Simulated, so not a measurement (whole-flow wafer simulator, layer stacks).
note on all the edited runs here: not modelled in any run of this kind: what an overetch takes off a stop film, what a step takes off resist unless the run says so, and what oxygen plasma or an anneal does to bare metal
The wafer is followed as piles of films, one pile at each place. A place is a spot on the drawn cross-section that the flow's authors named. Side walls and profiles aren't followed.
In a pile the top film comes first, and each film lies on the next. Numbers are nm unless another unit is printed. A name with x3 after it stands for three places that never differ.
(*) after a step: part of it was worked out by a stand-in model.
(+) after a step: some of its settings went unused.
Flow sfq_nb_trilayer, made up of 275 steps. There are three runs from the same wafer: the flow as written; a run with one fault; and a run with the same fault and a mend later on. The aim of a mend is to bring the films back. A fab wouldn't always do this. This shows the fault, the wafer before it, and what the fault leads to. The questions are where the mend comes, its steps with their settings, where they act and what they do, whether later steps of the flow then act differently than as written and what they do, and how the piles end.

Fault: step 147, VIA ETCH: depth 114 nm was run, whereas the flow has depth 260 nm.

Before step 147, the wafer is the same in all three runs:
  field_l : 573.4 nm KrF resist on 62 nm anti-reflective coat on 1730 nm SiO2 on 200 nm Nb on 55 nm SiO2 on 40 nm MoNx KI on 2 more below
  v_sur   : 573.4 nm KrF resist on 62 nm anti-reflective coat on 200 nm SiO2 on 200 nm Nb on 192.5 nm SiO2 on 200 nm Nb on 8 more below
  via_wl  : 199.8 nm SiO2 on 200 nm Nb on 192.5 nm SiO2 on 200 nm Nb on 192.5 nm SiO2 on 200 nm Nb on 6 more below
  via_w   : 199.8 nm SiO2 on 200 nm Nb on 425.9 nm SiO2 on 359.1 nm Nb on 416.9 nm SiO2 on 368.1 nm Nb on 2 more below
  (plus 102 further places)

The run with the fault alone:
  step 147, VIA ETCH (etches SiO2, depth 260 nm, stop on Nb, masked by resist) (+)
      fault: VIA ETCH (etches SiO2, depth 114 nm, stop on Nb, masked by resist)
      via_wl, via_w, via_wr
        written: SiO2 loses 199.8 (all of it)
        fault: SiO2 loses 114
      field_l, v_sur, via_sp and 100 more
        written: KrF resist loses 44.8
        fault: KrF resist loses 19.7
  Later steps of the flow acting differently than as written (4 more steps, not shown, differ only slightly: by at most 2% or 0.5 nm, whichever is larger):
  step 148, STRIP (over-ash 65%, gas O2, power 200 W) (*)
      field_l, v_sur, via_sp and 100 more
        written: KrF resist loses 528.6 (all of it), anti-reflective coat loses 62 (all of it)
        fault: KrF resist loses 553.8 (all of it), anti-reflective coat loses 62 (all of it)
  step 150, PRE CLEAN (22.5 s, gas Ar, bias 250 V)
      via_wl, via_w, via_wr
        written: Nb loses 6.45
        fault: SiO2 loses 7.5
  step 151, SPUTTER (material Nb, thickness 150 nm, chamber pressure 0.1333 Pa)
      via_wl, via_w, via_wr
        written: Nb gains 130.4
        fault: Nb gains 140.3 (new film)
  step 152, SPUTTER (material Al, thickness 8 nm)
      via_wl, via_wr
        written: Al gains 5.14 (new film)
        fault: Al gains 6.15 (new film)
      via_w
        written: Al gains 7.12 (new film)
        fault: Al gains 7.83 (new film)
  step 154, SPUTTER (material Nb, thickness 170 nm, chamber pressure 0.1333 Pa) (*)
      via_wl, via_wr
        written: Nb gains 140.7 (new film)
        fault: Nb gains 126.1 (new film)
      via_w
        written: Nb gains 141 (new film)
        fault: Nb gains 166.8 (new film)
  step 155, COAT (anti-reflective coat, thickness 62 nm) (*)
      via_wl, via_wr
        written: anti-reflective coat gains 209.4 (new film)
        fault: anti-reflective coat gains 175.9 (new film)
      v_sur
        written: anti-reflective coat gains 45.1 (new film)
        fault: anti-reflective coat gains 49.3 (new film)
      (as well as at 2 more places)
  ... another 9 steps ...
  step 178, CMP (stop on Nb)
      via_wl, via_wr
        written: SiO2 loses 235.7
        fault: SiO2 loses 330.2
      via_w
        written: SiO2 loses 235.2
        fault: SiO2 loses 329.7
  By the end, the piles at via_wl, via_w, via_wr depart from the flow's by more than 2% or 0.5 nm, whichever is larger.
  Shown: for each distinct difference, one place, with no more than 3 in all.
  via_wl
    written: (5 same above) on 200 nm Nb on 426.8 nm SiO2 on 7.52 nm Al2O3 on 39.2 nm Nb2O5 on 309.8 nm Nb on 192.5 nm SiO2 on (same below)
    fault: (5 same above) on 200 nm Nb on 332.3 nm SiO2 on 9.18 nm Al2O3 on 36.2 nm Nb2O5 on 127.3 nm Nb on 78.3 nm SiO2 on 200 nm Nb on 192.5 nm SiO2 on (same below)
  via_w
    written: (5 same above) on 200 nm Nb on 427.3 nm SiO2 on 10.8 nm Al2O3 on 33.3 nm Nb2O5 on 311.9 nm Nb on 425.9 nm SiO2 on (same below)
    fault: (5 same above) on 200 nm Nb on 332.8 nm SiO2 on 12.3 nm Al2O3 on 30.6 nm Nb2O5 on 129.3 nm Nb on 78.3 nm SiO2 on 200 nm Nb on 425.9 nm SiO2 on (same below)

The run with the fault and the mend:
  The mend follows step 147.
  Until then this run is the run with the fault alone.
  step 147a, VIA ETCH (etches SiO2, depth 146 nm, stop on Nb, masked by resist) (+) (a further turn of the flow's step 147, with different settings)
      field_l, v_sur, via_sp and 100 more
        KrF resist loses 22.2
      via_wl, via_w, via_wr
        SiO2 loses 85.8 (all of it)
  None of the later steps of the flow differs from how it acts as written, at any place that is followed, by more than 2% or 0.5 nm, whichever is larger.
  By the end, the piles equal the flow's at every place that both follow.
